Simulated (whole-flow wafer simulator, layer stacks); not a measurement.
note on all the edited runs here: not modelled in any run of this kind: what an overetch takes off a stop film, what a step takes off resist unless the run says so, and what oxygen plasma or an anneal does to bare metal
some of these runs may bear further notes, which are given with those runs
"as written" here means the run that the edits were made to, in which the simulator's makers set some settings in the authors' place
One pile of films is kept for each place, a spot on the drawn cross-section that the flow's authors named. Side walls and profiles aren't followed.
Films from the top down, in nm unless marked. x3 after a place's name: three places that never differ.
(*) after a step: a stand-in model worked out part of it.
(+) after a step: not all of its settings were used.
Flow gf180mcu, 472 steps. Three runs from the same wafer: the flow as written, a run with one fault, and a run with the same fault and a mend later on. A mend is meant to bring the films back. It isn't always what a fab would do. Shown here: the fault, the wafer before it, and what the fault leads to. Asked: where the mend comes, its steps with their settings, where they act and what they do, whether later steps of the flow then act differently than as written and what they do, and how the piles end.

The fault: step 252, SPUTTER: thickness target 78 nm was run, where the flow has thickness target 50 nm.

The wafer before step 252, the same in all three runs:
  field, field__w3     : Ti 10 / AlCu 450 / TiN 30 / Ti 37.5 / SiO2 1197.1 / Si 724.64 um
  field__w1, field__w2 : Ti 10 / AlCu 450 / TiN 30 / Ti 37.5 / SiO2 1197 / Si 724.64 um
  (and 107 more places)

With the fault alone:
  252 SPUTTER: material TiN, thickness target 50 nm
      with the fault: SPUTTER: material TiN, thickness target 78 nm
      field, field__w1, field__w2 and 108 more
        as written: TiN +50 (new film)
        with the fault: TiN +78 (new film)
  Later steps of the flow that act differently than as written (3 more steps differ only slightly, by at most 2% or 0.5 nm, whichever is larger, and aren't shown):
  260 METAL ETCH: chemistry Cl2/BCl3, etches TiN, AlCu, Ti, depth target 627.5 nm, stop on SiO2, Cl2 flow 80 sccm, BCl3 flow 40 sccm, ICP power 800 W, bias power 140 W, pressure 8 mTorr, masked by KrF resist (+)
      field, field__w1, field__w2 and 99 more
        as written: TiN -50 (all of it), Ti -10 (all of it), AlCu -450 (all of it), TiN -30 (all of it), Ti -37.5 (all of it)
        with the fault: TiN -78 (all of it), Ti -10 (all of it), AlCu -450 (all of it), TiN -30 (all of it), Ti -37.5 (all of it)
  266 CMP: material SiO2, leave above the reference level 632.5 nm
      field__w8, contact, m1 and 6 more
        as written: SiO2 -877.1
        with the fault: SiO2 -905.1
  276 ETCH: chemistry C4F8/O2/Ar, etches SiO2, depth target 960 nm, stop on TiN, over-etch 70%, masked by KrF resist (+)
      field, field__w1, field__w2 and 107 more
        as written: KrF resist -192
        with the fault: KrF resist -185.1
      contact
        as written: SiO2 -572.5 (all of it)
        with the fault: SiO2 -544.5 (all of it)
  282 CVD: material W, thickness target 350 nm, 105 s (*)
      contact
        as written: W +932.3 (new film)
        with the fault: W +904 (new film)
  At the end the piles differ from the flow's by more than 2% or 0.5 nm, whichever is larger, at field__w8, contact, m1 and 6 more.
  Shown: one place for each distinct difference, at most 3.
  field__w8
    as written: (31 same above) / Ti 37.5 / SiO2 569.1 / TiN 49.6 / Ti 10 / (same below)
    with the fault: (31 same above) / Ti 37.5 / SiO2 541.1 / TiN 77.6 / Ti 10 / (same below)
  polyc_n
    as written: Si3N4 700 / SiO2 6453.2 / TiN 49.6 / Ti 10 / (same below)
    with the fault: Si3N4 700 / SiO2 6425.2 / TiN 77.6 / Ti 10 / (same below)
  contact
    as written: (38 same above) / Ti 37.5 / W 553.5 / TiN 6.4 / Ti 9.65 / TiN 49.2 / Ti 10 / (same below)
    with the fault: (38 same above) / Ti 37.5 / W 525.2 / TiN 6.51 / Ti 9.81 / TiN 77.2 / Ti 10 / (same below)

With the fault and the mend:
  The mend comes after step 252.
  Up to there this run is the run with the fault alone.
  252a METAL ETCH: chemistry Cl2/BCl3, etches TiN, AlCu, Ti, depth target 28 nm, Cl2 flow 80 sccm, BCl3 flow 40 sccm, ICP power 800 W, bias power 140 W, pressure 8 mTorr
      field, field__w1, field__w2 and 108 more
        TiN -28
  No later step of the flow acts differently than as written at any place that is followed.
  At the end the piles are the same as the flow's at every place that both follow.
